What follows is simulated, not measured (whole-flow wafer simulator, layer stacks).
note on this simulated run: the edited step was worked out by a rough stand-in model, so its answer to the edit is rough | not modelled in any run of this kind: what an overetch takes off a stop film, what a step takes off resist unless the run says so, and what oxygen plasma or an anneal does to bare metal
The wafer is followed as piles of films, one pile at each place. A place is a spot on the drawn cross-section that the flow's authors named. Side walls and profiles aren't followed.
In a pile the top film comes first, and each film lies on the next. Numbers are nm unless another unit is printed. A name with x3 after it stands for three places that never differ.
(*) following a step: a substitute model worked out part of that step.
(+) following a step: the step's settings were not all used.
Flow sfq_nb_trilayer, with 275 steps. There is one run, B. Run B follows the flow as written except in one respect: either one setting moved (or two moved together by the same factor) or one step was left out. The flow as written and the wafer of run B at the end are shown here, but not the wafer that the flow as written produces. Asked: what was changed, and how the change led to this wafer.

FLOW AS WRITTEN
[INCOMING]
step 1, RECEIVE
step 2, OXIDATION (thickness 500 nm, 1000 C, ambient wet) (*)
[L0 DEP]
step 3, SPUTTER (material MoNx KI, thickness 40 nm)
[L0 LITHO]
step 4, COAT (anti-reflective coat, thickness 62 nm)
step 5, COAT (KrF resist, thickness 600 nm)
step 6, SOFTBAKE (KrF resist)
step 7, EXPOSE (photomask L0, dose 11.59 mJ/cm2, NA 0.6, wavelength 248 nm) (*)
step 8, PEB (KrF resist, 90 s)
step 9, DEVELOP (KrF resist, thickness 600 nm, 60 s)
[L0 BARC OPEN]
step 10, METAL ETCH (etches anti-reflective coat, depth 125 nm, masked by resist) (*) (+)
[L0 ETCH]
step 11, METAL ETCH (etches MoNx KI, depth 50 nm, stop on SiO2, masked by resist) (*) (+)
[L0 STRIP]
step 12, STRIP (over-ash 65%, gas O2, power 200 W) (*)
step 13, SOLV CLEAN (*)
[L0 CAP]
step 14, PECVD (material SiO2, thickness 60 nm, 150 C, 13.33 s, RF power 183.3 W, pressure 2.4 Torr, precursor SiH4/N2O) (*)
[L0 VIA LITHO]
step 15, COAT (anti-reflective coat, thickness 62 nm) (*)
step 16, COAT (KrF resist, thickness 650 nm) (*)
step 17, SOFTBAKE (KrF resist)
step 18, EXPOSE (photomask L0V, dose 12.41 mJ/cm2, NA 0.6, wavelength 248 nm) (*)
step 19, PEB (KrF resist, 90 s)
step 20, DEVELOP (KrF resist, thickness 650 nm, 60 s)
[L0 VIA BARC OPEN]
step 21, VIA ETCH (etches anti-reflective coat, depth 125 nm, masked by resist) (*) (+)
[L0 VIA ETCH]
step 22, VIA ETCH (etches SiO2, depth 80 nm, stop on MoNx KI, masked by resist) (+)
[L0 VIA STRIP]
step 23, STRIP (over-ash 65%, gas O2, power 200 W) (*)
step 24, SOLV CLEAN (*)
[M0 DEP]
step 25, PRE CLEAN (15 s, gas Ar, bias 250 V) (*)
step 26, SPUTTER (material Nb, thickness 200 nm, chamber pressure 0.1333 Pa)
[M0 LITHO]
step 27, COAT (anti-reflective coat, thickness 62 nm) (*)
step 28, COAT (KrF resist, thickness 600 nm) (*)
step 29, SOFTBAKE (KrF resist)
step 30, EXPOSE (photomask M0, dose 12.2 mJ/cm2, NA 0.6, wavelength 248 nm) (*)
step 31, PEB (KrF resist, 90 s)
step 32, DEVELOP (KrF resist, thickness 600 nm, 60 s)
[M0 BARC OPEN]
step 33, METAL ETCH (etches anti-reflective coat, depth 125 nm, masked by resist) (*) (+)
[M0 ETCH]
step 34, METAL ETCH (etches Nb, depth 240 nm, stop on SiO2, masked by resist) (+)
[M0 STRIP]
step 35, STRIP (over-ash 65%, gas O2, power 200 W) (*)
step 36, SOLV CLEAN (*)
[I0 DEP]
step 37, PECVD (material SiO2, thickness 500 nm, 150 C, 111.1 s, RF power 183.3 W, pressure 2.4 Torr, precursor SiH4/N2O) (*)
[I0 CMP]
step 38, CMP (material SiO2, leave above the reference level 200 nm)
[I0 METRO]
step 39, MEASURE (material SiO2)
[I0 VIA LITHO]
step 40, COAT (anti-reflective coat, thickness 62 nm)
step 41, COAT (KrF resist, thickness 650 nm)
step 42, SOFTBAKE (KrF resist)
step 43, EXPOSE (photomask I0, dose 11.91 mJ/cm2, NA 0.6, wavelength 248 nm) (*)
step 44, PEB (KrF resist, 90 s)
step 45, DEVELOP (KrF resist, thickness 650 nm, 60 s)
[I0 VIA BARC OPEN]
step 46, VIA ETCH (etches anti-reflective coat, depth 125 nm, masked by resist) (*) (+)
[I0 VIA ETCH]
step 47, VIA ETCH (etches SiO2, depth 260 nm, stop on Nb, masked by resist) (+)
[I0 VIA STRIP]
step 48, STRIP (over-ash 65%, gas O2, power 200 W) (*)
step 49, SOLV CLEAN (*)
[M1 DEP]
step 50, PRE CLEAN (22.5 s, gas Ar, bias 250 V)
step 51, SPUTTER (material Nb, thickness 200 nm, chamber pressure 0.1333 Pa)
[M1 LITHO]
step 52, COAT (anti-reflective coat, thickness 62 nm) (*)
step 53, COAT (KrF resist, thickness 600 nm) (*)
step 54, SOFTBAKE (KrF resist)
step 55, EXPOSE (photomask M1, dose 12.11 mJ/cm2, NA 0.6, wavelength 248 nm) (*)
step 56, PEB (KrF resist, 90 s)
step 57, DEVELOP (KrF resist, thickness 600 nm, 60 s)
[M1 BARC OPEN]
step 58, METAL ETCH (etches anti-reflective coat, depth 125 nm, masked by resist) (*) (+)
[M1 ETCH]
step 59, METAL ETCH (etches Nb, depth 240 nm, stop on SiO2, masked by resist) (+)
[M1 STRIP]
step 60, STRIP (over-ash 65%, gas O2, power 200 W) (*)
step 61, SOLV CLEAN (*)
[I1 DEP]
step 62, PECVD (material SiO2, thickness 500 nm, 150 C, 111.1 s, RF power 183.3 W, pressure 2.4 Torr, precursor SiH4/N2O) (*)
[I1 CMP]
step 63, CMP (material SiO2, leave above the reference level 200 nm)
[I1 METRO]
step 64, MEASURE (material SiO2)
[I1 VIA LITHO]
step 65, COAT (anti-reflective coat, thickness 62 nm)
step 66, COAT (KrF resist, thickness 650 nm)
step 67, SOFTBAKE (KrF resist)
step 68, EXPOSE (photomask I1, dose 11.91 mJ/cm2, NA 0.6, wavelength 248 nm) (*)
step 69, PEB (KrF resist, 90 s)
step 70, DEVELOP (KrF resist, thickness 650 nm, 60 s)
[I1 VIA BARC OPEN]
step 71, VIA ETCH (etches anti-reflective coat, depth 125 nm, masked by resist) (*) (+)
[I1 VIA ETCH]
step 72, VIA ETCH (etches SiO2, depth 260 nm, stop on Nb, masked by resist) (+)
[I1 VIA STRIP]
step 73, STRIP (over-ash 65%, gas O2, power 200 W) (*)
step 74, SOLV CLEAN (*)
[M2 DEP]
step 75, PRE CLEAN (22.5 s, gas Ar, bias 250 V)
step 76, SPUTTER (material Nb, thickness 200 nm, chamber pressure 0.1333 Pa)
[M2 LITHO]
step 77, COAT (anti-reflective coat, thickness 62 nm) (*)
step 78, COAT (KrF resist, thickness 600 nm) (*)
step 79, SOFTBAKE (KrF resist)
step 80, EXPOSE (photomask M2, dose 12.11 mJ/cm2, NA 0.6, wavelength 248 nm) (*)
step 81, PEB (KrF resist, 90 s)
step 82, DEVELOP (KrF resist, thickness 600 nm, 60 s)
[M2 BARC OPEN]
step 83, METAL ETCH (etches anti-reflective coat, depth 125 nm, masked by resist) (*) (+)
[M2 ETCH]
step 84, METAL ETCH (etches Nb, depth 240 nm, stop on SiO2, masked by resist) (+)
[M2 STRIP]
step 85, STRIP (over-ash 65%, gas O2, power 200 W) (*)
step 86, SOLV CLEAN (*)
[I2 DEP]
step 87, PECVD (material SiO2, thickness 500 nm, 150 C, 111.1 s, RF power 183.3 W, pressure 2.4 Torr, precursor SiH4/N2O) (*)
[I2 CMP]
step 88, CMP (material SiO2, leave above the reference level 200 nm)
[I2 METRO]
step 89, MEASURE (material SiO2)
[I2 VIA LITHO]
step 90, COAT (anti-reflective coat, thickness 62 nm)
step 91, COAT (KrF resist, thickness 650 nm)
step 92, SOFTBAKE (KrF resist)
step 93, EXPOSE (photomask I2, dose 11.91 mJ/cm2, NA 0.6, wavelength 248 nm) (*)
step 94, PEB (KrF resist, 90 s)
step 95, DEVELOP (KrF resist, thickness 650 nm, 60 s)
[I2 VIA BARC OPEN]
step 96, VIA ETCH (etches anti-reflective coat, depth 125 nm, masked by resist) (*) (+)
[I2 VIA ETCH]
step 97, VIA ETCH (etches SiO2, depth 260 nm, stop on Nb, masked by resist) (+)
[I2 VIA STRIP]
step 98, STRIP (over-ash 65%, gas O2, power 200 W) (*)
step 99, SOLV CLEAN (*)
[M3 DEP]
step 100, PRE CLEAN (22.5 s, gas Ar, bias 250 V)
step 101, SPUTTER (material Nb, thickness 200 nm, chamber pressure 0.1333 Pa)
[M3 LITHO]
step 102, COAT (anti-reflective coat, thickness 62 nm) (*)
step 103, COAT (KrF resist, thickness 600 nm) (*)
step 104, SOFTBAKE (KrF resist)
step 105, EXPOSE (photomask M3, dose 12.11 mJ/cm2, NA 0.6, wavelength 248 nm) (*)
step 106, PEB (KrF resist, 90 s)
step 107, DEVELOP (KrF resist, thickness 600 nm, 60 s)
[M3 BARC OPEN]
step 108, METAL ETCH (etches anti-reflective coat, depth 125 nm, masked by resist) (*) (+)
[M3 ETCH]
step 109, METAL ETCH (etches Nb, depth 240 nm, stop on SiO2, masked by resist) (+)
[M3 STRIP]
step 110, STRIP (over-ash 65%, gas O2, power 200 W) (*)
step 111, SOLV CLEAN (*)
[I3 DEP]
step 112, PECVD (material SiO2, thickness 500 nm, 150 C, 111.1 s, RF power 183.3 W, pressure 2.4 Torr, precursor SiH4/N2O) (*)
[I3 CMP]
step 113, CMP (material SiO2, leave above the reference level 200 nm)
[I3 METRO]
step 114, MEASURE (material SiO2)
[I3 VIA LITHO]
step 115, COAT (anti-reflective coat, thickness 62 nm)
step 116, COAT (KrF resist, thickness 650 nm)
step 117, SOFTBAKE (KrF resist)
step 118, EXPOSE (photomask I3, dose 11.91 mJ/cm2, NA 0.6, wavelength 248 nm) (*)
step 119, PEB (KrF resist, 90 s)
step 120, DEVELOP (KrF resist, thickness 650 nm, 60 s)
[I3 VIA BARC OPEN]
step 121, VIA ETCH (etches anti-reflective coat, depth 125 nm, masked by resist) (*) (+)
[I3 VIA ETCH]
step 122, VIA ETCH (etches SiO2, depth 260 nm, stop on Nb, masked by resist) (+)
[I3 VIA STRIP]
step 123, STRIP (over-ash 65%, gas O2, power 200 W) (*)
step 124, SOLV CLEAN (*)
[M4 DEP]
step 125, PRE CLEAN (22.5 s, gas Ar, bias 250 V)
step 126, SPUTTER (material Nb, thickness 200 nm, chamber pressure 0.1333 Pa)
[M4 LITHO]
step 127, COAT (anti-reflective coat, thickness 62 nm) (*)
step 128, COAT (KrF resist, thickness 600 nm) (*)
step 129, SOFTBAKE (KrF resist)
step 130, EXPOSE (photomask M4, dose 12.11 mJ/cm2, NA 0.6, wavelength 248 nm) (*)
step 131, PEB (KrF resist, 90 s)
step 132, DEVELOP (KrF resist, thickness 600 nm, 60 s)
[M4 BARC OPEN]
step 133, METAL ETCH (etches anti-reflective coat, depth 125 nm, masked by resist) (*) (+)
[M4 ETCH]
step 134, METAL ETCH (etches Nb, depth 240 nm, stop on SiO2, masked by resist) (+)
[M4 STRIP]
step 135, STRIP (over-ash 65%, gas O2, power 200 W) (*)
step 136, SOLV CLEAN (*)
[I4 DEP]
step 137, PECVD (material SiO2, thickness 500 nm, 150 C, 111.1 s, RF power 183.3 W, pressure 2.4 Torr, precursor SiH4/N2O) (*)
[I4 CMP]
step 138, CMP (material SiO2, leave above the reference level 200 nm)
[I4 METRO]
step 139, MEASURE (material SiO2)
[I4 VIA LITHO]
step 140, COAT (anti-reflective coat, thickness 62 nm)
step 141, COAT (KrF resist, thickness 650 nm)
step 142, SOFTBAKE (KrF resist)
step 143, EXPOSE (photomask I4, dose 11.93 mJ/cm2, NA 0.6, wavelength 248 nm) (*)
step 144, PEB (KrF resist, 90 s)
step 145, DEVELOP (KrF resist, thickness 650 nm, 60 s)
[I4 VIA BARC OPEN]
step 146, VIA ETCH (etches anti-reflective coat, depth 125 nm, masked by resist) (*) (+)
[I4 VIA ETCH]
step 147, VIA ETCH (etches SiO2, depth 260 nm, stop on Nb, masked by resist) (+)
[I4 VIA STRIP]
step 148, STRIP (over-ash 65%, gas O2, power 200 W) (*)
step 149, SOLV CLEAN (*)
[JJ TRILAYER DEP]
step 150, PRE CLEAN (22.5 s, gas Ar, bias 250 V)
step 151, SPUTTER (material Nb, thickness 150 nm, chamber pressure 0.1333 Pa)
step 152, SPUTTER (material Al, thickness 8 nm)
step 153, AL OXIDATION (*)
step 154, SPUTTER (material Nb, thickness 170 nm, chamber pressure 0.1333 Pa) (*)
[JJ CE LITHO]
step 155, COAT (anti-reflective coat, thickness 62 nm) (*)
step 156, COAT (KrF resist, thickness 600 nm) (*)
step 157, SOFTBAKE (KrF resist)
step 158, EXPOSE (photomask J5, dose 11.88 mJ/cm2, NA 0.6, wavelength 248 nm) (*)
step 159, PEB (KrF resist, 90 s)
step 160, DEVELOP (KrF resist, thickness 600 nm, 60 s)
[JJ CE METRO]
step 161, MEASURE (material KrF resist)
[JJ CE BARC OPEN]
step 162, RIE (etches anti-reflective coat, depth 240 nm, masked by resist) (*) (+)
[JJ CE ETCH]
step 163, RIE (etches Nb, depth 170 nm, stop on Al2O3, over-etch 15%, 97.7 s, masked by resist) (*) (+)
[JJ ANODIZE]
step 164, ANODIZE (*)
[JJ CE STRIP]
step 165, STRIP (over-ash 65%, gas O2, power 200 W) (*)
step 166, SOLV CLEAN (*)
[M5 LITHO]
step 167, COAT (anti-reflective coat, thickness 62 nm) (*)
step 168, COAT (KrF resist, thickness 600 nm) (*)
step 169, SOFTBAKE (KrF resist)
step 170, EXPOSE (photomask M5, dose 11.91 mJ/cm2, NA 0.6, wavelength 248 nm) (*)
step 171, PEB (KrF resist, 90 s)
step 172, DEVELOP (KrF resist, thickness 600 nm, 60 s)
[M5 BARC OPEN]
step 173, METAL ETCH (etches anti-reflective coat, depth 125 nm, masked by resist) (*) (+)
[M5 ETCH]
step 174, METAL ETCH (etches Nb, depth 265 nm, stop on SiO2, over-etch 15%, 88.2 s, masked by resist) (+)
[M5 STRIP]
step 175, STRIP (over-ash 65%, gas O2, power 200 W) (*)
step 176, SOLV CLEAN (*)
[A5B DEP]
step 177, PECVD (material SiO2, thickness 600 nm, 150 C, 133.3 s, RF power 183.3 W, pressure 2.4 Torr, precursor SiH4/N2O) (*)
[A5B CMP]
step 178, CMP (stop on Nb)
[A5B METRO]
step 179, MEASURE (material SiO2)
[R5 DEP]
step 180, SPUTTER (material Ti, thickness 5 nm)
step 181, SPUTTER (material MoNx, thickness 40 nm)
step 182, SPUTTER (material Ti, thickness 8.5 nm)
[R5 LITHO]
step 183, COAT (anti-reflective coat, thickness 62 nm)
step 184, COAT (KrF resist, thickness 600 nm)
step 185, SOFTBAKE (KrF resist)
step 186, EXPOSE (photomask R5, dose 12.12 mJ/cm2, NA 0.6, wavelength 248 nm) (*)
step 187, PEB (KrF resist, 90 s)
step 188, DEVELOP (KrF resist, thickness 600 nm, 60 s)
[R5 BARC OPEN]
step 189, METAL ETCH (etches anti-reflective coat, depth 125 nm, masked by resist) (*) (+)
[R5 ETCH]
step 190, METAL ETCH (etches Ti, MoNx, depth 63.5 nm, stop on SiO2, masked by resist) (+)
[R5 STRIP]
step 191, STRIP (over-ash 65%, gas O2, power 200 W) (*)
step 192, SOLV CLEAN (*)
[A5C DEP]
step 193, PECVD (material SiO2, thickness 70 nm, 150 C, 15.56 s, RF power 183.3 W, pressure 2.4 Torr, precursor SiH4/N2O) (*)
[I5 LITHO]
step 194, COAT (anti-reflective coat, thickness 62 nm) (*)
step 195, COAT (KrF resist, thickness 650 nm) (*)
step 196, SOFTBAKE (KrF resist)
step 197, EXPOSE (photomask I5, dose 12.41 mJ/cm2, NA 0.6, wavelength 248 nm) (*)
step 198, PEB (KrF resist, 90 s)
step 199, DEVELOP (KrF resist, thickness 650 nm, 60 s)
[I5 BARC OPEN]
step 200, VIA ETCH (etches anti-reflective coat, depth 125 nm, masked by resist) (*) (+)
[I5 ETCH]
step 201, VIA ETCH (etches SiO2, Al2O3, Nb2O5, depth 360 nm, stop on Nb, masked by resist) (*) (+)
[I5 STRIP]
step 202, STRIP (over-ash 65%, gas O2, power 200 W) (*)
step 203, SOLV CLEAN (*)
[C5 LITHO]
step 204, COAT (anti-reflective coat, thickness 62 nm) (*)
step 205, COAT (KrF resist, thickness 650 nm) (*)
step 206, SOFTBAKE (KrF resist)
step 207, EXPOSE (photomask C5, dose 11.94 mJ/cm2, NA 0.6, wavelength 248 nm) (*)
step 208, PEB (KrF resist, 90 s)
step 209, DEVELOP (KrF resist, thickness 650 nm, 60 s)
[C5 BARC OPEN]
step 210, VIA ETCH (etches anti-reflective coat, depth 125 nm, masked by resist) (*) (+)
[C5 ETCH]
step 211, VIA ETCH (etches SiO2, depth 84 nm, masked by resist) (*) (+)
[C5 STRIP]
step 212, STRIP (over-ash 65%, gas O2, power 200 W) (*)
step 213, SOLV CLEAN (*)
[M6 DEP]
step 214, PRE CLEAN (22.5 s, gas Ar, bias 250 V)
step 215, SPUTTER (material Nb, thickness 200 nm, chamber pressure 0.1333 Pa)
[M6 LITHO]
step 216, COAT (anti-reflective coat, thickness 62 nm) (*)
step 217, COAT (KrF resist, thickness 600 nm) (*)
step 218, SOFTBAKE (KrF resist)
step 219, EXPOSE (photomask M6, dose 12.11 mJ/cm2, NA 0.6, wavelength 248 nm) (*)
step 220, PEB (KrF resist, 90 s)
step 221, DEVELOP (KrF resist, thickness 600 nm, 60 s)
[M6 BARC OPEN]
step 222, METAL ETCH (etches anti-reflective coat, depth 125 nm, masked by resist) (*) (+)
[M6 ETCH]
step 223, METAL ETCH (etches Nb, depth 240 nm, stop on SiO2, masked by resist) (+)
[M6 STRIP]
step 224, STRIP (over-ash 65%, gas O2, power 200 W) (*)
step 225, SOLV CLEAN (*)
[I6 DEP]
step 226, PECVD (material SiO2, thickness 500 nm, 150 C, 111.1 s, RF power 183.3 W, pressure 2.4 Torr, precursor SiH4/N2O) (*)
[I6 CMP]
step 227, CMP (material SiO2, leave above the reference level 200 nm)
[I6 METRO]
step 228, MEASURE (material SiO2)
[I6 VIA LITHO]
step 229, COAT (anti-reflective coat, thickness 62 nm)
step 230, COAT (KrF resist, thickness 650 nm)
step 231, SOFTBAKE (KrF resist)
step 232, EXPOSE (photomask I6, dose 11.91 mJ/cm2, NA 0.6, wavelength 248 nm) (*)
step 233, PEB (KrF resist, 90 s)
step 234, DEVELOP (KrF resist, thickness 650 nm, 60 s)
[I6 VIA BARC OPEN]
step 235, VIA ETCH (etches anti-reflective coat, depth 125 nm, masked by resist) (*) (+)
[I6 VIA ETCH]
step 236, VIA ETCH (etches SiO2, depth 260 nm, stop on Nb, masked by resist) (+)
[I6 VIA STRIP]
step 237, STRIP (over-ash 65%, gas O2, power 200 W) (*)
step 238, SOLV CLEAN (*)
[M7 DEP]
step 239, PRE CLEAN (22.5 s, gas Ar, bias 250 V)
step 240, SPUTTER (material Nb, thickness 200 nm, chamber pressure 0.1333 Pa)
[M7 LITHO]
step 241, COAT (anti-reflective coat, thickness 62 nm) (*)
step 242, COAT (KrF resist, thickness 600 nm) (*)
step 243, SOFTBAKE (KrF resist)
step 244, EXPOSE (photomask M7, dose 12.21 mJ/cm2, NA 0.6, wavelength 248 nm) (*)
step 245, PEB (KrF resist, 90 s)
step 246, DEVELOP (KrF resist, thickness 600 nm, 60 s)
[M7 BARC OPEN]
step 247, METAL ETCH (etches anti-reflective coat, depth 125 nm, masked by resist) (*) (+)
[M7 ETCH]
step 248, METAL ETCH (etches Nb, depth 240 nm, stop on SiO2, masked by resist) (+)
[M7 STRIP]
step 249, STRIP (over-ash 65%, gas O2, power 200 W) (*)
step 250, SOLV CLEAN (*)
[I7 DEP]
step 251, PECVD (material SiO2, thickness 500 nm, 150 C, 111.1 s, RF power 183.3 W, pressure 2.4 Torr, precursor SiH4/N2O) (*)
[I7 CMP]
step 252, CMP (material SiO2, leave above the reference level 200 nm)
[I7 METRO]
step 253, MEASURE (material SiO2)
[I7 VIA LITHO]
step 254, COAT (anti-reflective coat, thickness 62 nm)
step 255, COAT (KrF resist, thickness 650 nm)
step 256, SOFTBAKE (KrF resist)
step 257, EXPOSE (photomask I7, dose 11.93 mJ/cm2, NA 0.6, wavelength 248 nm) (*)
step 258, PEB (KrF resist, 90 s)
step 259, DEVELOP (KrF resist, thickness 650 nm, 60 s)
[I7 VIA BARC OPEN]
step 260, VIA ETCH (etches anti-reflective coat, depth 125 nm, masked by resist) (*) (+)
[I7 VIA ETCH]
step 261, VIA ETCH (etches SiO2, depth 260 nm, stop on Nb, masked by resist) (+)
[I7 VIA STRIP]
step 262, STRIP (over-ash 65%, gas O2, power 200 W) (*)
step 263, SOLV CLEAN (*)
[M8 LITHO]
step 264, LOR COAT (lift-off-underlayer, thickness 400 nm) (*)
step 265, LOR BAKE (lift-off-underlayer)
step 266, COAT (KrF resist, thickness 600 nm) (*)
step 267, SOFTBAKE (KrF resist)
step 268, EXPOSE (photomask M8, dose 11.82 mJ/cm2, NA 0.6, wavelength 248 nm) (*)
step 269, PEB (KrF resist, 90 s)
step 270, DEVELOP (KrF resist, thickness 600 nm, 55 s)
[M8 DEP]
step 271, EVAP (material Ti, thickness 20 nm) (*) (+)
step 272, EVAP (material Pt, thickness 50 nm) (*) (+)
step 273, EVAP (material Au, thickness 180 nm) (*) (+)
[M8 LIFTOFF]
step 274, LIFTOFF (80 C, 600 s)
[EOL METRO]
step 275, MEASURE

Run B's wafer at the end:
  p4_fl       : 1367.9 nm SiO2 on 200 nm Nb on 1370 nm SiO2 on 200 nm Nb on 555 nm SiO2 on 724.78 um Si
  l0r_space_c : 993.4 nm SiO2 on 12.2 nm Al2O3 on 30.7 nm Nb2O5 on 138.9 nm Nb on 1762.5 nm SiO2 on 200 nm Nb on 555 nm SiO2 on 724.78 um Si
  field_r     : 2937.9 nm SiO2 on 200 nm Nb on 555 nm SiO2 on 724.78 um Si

Cause: step 154, SPUTTER: thickness 162 nm was run, while the flow as written has thickness 170 nm.

The path from the change to this, step by step:
  step 154, SPUTTER (material Nb, thickness 170 nm, chamber pressure 0.1333 Pa) (*)
      field_l, v_sur, via_sp and 100 more: +162 Nb (new film) (it would be, as written: +170 Nb (new film))
      via_wl, via_wr: +134.1 Nb (new film) (it would be, as written: +140.7 Nb (new film))
      (also at 1 further place)
  step 163, RIE (etches Nb, depth 170 nm, stop on Al2O3, over-etch 15%, 97.7 s, masked by resist) (*) (+)
      field_l, v_sur, via_sp and 96 more: -162 Nb (all of it), -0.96 Al2O3 (all of it) (it would be, as written: -170 Nb (all of it), -0.51 Al2O3)
      via_wl, via_wr: -134.1 Nb (all of it), -0.96 Al2O3 (all of it) (it would be, as written: -140.7 Nb (all of it), -0.96 Al2O3 (all of it))
      (also at 1 further place)
  step 164, ANODIZE (*)
      field_l, v_sur, via_sp and 96 more: +12.2 Al2O3 (new film), +30.7 Nb2O5 (new film), -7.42 Al (all of it), -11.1 Nb (it would be, as written: +12.2 Al2O3, +29.9 Nb2O5 (new film), -7.42 Al (all of it), -10.8 Nb)
  step 167, COAT (anti-reflective coat, thickness 62 nm) (*)
      wl_jj: +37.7 anti-reflective coat (new film) (it would be, as written: +36.9 anti-reflective coat (new film))
  step 174, METAL ETCH (etches Nb, depth 265 nm, stop on SiO2, over-etch 15%, 88.2 s, masked by resist) (+)
      field_l, r_sur, res and 50 more: -12.2 Al2O3 (all of it), -30.7 Nb2O5 (all of it), -138.9 Nb (all of it), -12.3 SiO2 (it would be, as written: -12.6 Al2O3 (all of it), -29.9 Nb2O5 (all of it), -139.2 Nb (all of it), -12.3 SiO2)
  step 175, STRIP (over-ash 65%, gas O2, power 200 W) (*)
      wl_jj: -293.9 KrF resist (all of it), -37.7 anti-reflective coat (all of it) (it would be, as written: -289.1 KrF resist (all of it), -36.9 anti-reflective coat (all of it))
  step 178, CMP (stop on Nb)
      field_l, p4_fl, p4_fm and 39 more: -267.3 SiO2 (it would be, as written: -259.3 SiO2)
      r_sur, res, r_end, moat, field_r, lsp_l: -260.3 SiO2 (it would be, as written: -252.3 SiO2)
      (also at 8 further places)
  step 201, VIA ETCH (etches SiO2, Al2O3, Nb2O5, depth 360 nm, stop on Nb, masked by resist) (*) (+)
      be: -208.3 SiO2 (all of it), -12.2 Al2O3 (all of it), -30.7 Nb2O5 (all of it) (it would be, as written: -216.4 SiO2 (all of it), -12.7 Al2O3 (all of it), -29.9 Nb2O5 (all of it))
